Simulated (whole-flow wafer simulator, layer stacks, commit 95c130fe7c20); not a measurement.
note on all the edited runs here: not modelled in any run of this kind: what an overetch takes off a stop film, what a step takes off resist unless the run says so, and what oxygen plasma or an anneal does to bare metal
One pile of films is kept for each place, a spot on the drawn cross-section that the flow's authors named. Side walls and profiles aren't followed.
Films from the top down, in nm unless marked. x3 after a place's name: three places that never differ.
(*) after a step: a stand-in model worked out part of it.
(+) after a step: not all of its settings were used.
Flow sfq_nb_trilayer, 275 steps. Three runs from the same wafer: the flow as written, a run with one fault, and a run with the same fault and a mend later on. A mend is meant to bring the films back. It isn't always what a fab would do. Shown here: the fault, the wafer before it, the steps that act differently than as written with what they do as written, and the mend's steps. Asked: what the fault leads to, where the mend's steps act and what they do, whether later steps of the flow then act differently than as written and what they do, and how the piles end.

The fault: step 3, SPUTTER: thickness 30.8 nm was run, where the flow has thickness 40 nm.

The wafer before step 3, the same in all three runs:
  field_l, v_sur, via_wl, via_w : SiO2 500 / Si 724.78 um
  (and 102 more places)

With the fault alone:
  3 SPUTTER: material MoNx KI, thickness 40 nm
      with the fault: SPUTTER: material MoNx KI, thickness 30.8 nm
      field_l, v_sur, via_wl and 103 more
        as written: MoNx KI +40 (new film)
        with the fault: MoNx KI +30.8 (new film)
  Later steps of the flow that act differently than as written (9 more steps differ only slightly, by at most 2% or 0.5 nm, whichever is larger, and aren't shown):
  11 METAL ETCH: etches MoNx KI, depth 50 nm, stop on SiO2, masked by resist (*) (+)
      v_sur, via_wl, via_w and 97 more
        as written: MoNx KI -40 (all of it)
        with the fault: MoNx KI -30.8 (all of it)
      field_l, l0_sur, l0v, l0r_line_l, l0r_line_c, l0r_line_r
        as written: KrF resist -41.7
        with the fault: KrF resist -38.5
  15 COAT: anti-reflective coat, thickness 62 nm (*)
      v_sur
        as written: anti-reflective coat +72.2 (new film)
        with the fault: anti-reflective coat +69.9 (new film)
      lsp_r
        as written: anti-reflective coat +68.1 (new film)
        with the fault: anti-reflective coat +66.7 (new film)
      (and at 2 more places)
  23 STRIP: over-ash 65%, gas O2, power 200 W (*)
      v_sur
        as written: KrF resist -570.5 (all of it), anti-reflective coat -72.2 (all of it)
        with the fault: KrF resist -567.8 (all of it), anti-reflective coat -69.9 (all of it)
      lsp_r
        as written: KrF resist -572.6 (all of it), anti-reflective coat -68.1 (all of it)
        with the fault: KrF resist -569.6 (all of it), anti-reflective coat -66.7 (all of it)
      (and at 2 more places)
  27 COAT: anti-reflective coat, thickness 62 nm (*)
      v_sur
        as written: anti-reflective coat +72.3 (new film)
        with the fault: anti-reflective coat +70 (new film)
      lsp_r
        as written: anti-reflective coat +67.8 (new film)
        with the fault: anti-reflective coat +66.4 (new film)
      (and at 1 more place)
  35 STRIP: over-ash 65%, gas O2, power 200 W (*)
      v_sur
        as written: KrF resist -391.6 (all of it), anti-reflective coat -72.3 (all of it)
        with the fault: KrF resist -389.3 (all of it), anti-reflective coat -70 (all of it)
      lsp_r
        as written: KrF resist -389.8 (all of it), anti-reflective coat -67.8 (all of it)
        with the fault: KrF resist -387 (all of it), anti-reflective coat -66.4 (all of it)
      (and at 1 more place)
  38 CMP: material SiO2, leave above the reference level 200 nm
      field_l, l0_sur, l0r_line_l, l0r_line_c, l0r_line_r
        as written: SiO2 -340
        with the fault: SiO2 -330.8
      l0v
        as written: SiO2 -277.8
        with the fault: SiO2 -268.6
  At the end the piles differ from the flow's by more than 2% or 0.5 nm, whichever is larger, at field_l, l0_sur, l0v, l0r_line_l, l0r_line_c, l0r_line_r.
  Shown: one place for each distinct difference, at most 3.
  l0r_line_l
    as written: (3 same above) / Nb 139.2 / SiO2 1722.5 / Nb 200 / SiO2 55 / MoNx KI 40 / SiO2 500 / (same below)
    with the fault: (3 same above) / Nb 139.2 / SiO2 1731.7 / Nb 200 / SiO2 55 / MoNx KI 30.8 / SiO2 500 / (same below)
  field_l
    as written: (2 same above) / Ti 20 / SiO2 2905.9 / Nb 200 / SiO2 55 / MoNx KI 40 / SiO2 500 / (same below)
    with the fault: (2 same above) / Ti 20 / SiO2 2915.1 / Nb 200 / SiO2 55 / MoNx KI 30.8 / SiO2 500 / (same below)
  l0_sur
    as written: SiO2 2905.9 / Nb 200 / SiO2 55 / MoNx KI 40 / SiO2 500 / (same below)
    with the fault: SiO2 2915.1 / Nb 200 / SiO2 55 / MoNx KI 30.8 / SiO2 500 / (same below)

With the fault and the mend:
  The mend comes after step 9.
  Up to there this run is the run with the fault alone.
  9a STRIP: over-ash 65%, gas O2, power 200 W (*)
      v_sur, via_wl, via_w and 97 more
        anti-reflective coat -62 (all of it)
      field_l, l0_sur, l0v, l0r_line_l, l0r_line_c, l0r_line_r
        KrF resist -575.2 (all of it), anti-reflective coat -62 (all of it)
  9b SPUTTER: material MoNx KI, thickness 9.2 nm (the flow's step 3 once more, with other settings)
      field_l, v_sur, via_wl and 103 more
        MoNx KI +9.2
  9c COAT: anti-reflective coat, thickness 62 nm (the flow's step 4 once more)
      field_l, v_sur, via_wl and 103 more
        anti-reflective coat +62 (new film)
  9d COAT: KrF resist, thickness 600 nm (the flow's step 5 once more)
      field_l, v_sur, via_wl and 103 more
        KrF resist +600 (new film)
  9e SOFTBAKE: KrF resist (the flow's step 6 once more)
      changes no film at any place that is followed
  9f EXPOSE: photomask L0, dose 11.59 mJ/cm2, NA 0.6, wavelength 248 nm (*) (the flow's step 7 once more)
      changes no film at any place that is followed
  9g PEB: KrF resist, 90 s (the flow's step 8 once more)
      field_l, v_sur, via_wl and 103 more
        KrF resist -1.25
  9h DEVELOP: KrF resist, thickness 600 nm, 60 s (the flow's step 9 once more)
      v_sur, via_wl, via_w and 97 more
        KrF resist -598.7 (all of it)
      field_l, l0_sur, l0v, l0r_line_l, l0r_line_c, l0r_line_r
        KrF resist -23.5
  No later step of the flow acts differently than as written at any place that is followed.
  At the end the piles are the same as the flow's at every place that both follow.
